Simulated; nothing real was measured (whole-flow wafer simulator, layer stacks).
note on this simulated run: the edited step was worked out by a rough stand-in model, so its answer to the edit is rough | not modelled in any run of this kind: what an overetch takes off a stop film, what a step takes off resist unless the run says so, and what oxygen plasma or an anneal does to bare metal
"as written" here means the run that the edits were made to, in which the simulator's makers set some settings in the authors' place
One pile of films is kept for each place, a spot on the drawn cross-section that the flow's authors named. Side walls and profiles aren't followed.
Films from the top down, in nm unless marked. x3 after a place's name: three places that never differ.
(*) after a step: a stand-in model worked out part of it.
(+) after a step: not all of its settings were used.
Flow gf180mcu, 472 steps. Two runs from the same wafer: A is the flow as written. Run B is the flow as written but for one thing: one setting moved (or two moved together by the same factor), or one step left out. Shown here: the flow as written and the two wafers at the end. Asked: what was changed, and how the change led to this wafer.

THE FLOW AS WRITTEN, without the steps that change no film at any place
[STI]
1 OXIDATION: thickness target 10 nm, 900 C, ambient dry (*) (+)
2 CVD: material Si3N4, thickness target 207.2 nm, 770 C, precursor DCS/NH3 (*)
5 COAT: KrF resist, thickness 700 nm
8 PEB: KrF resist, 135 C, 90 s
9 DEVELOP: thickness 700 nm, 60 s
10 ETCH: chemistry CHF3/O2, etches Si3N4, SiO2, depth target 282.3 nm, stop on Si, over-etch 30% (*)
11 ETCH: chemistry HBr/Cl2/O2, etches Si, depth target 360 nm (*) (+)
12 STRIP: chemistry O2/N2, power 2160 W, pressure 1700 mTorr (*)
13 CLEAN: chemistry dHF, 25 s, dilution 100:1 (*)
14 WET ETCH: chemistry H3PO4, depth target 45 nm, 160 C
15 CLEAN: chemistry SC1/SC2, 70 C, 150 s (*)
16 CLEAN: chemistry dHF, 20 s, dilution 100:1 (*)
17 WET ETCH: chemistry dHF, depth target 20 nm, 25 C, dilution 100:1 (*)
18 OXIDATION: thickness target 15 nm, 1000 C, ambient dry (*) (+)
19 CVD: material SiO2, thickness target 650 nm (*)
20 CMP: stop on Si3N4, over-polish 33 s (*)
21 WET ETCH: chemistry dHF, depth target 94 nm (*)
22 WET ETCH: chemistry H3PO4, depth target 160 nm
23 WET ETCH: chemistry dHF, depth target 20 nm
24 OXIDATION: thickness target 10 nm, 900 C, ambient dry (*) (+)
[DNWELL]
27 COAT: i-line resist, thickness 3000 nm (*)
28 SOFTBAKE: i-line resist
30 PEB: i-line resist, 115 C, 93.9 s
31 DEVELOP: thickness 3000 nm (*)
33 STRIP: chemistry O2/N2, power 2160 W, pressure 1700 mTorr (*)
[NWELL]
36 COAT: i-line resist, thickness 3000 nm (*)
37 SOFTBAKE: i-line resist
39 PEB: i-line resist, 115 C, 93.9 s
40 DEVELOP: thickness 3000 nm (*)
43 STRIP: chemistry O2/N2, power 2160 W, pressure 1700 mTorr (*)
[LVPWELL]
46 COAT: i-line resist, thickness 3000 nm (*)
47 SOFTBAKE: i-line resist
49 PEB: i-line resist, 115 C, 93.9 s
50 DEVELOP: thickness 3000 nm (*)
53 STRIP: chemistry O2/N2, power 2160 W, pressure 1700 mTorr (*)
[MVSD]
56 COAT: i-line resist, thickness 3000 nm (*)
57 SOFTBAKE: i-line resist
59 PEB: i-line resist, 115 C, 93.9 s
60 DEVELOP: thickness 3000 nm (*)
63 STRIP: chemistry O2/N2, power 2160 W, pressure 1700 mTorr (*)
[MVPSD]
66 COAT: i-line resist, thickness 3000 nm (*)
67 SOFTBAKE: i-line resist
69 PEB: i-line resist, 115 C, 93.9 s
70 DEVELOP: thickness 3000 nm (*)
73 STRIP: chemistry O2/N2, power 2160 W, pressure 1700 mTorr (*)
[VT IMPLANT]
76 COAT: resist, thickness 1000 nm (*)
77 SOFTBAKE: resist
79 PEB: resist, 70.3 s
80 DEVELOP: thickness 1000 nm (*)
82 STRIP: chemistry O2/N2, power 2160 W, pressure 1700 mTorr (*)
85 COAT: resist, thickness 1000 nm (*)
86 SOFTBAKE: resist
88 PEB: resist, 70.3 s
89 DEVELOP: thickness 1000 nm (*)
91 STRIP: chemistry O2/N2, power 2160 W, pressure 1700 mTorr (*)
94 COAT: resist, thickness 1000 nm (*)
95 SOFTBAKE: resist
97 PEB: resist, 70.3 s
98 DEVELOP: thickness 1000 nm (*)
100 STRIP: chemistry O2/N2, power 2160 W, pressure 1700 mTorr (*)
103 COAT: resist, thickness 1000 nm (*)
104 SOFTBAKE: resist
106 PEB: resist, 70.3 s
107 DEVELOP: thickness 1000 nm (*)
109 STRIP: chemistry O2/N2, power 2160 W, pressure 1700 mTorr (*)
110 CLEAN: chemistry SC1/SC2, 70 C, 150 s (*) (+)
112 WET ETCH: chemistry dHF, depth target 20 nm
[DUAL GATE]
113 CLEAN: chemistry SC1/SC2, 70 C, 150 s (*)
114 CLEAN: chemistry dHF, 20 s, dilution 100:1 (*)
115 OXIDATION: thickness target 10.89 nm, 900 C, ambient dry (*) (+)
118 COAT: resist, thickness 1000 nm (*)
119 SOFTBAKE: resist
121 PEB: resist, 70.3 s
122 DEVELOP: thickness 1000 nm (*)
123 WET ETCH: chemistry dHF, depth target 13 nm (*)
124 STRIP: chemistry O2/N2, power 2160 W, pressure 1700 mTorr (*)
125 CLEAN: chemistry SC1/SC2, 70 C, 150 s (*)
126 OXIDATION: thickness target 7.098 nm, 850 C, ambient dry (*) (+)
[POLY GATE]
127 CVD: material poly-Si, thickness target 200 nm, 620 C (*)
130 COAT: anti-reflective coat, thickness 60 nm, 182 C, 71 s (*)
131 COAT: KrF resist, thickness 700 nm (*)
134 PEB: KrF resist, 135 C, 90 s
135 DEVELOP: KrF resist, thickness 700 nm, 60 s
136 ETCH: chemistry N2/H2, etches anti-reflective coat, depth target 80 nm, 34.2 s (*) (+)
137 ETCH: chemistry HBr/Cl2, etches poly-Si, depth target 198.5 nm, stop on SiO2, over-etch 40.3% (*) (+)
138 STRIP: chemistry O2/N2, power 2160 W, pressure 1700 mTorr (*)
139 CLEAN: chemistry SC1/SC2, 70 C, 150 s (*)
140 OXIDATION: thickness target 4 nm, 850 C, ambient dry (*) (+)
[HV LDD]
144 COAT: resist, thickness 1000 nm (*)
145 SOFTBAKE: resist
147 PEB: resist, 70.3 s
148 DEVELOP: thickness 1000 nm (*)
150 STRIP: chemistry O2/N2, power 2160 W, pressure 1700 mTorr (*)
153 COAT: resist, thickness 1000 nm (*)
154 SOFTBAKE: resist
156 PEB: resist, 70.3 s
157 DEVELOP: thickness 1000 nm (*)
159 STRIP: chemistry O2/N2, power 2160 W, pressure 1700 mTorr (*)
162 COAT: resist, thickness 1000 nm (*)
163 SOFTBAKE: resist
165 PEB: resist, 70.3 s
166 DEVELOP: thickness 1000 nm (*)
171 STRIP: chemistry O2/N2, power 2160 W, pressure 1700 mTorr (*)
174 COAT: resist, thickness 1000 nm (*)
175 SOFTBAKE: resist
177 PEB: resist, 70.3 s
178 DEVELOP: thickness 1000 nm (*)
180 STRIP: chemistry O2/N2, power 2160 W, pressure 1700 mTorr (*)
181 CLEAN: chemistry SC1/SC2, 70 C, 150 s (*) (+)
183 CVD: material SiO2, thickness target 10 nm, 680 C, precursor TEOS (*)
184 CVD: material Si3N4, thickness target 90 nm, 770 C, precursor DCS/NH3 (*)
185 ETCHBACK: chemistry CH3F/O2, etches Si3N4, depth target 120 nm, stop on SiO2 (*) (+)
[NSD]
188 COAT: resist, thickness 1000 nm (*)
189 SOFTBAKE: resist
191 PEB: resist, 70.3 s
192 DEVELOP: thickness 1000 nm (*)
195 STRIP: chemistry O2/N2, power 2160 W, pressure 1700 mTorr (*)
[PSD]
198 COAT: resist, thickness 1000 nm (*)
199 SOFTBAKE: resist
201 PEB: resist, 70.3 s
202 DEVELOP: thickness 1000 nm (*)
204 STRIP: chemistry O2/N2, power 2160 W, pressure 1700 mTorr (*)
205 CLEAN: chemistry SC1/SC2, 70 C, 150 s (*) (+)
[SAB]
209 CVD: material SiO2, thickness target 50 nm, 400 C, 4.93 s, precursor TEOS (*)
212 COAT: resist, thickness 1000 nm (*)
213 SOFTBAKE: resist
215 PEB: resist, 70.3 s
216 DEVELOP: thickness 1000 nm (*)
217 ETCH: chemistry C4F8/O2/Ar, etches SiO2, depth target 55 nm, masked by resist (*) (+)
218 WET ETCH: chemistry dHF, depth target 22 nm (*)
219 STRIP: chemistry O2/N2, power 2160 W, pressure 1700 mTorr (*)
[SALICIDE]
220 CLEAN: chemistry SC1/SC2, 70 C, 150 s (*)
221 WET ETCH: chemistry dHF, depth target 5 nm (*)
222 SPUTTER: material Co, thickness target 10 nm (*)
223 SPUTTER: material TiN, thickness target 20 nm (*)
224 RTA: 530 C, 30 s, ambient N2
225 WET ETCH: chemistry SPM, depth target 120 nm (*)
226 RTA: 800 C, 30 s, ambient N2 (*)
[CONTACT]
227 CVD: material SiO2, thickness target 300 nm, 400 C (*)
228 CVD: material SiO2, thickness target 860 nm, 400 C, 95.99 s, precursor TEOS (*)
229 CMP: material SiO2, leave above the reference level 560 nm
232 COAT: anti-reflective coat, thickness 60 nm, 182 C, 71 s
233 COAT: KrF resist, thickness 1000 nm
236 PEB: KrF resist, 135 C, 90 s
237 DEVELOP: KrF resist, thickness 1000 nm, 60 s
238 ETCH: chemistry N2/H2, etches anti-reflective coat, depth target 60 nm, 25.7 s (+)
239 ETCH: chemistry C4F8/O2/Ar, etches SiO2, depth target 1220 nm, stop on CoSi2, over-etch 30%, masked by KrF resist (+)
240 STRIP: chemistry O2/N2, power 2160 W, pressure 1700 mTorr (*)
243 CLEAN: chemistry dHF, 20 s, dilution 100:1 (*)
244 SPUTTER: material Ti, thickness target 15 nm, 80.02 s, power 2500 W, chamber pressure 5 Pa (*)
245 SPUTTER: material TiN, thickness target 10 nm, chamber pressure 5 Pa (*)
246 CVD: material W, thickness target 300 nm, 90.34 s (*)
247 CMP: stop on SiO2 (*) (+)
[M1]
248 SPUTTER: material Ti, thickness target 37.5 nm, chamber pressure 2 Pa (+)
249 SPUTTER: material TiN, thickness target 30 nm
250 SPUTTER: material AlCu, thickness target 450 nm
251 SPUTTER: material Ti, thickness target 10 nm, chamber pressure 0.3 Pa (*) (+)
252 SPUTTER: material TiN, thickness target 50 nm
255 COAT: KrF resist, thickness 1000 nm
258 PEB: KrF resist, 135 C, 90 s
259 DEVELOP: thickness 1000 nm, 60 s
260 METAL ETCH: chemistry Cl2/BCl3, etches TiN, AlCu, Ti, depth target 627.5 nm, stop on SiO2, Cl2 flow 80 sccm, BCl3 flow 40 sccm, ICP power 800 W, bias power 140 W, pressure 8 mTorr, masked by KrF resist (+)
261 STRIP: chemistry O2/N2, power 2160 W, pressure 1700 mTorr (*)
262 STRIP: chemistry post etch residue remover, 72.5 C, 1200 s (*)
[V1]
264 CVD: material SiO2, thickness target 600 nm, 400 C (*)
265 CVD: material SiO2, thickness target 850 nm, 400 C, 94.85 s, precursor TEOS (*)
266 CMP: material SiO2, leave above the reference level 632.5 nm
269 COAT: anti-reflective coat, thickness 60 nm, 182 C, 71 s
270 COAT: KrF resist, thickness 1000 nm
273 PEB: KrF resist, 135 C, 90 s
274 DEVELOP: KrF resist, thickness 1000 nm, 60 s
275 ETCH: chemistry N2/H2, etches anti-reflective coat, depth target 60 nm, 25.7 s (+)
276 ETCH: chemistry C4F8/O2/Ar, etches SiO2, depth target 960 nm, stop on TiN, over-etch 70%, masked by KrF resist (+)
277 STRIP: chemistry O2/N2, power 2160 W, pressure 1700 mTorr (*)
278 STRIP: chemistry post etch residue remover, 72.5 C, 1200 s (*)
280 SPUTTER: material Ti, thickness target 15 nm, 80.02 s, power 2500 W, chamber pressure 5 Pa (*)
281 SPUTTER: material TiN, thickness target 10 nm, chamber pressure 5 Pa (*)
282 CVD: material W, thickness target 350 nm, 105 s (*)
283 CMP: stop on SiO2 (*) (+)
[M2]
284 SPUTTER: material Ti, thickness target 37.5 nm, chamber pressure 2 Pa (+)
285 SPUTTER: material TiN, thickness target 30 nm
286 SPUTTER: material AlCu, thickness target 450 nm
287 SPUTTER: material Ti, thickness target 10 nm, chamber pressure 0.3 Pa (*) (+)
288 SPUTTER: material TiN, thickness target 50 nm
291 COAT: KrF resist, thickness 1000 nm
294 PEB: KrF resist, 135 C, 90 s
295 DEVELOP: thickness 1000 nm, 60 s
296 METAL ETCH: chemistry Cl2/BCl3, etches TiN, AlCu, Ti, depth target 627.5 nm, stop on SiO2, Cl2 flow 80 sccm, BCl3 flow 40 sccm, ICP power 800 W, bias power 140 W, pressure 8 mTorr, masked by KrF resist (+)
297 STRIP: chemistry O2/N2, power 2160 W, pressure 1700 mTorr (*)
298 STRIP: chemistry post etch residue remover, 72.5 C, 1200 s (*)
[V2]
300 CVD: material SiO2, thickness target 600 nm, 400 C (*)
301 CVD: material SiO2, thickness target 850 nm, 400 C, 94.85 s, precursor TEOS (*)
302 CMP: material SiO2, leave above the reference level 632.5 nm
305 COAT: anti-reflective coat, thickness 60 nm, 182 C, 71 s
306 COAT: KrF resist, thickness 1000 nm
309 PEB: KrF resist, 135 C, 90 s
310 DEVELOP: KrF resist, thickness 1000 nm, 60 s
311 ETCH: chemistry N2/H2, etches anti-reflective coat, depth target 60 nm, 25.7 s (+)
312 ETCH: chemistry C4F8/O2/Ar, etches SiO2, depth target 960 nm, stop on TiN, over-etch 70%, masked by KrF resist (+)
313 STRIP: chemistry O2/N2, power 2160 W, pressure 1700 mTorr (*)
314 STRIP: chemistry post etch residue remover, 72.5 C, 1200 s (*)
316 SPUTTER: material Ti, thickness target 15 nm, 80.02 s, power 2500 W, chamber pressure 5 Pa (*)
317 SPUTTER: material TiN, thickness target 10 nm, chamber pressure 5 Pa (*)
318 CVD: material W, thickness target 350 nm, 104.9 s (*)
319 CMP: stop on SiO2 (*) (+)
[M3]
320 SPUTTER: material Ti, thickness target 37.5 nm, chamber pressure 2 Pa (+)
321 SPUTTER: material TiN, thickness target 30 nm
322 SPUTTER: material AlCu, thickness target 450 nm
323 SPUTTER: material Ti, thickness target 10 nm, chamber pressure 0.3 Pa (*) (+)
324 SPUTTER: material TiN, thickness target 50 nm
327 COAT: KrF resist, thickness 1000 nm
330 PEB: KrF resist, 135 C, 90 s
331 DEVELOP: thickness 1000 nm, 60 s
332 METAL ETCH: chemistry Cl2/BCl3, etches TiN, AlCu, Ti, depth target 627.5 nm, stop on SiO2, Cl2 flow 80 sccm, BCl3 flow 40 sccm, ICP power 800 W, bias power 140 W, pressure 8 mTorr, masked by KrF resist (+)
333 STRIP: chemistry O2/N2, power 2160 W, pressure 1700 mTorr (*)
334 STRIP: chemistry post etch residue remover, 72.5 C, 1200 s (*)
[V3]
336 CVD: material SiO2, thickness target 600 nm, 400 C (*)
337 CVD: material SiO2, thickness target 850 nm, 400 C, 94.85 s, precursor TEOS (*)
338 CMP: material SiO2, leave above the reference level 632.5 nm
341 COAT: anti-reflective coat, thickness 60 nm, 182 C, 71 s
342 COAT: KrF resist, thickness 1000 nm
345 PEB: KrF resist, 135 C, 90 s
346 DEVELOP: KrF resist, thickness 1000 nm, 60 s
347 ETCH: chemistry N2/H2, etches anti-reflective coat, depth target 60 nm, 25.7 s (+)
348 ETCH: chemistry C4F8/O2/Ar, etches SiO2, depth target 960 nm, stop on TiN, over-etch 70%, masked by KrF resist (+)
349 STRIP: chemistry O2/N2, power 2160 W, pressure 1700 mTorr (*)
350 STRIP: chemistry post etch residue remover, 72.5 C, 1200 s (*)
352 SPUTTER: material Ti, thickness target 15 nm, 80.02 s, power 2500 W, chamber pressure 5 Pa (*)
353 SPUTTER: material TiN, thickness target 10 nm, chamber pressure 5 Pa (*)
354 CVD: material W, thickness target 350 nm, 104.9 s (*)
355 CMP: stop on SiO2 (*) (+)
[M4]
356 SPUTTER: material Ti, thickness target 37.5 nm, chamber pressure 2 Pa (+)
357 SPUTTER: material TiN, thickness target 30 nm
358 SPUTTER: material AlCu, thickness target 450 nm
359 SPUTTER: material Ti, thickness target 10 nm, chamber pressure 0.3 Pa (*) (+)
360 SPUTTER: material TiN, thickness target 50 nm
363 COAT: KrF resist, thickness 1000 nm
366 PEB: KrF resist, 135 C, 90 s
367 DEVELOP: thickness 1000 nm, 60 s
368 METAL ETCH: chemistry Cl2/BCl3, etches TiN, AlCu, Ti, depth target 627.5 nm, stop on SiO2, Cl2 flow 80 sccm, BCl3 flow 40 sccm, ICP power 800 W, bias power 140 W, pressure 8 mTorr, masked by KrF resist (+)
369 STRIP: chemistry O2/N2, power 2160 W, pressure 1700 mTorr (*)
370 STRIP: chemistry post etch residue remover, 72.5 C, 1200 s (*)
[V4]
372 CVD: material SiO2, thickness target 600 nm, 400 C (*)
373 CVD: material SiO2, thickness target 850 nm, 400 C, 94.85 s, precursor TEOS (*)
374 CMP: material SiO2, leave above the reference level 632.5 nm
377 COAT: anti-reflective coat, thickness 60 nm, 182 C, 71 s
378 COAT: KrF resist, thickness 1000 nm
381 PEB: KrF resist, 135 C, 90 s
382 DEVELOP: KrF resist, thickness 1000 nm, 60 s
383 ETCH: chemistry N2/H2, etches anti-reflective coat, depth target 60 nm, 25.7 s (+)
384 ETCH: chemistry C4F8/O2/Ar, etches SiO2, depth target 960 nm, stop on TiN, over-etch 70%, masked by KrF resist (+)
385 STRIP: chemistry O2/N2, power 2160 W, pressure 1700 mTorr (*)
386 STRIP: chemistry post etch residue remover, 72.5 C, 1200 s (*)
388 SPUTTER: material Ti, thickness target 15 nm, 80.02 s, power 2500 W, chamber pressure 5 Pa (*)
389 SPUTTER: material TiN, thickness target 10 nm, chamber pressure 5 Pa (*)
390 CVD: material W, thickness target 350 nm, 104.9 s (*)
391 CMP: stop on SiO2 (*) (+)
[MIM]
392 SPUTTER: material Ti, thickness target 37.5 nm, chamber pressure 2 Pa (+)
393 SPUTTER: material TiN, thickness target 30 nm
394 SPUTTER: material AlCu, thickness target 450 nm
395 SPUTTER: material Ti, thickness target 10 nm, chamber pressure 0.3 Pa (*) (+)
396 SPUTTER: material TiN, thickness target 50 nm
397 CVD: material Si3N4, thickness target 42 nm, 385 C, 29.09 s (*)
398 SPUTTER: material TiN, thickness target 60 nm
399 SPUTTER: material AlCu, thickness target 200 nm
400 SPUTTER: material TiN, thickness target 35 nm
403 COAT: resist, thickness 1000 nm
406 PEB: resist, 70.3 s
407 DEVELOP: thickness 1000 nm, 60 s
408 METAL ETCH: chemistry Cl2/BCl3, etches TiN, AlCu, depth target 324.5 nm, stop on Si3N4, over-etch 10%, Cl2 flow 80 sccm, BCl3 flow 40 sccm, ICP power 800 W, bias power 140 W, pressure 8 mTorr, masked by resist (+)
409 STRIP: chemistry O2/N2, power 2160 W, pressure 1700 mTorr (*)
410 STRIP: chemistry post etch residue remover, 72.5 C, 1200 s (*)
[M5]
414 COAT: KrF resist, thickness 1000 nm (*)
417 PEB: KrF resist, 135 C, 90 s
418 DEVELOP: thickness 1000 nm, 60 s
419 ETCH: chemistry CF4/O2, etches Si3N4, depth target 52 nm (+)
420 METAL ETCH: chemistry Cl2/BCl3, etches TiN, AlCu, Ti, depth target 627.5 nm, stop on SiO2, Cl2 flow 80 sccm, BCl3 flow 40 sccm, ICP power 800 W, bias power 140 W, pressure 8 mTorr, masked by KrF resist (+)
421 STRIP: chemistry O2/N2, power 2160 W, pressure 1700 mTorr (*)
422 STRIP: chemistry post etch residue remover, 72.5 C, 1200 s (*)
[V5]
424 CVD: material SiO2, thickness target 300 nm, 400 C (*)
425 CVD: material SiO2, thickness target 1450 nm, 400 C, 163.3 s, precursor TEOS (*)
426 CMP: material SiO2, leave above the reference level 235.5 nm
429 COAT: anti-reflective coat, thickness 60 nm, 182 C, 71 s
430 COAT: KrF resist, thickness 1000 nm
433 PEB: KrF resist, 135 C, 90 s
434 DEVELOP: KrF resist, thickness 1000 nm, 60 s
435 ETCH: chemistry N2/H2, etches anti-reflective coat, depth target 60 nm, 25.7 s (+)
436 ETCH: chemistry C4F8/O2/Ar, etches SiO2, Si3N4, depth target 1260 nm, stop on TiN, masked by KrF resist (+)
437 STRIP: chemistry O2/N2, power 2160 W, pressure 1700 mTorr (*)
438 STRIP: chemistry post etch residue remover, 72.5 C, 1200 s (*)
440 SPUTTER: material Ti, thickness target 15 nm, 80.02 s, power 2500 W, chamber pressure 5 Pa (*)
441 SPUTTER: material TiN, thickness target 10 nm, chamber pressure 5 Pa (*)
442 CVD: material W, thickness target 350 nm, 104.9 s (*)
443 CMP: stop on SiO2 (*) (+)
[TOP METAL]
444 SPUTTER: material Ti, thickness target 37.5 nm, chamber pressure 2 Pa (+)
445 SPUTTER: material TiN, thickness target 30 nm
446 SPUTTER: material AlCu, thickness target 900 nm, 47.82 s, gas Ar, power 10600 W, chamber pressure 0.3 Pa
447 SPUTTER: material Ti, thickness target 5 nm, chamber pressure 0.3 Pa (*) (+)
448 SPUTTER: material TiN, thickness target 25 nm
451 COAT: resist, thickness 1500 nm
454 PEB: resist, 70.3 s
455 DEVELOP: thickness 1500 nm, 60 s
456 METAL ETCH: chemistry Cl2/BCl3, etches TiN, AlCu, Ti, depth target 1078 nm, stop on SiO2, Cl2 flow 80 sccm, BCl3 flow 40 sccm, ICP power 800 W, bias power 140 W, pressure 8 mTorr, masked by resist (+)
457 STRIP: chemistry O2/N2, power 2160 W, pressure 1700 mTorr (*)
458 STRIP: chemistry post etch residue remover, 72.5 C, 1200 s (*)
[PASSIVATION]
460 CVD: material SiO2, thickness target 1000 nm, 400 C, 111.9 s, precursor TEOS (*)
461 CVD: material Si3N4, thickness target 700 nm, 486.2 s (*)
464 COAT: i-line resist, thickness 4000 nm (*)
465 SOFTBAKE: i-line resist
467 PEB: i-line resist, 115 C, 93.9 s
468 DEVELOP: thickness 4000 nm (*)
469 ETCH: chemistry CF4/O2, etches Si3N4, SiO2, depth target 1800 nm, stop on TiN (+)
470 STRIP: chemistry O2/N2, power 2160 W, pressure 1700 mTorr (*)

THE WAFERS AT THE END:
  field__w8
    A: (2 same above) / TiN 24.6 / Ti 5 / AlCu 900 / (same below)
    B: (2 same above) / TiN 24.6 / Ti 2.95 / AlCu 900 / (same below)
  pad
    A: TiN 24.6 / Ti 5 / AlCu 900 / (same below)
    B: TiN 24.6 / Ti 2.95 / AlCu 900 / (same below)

The cause: step 447, SPUTTER: thickness target 2.95 nm was run, where the flow has thickness target 5 nm.
It can be read off the wafer: field__w8 has Ti 2.95, and step 447 as written asks for 5 nm.

How the change led to this, step by step:
  447 SPUTTER: material Ti, thickness target 5 nm, chamber pressure 0.3 Pa (*) (+)
      field, field__w1, field__w2 and 109 more: A Ti +5 (new film) | B Ti +2.95 (new film)
  456 METAL ETCH: chemistry Cl2/BCl3, etches TiN, AlCu, Ti, depth target 1078 nm, stop on SiO2, Cl2 flow 80 sccm, BCl3 flow 40 sccm, ICP power 800 W, bias power 140 W, pressure 8 mTorr, masked by resist (+)
      field, field__w1, field__w2 and 103 more: A TiN -25 (all of it), Ti -5 (all of it), AlCu -900 (all of it), TiN -30 (all of it), Ti -37.5 (all of it) | B TiN -25 (all of it), Ti -2.95 (all of it), AlCu -900 (all of it), TiN -30 (all of it), Ti -37.5 (all of it)
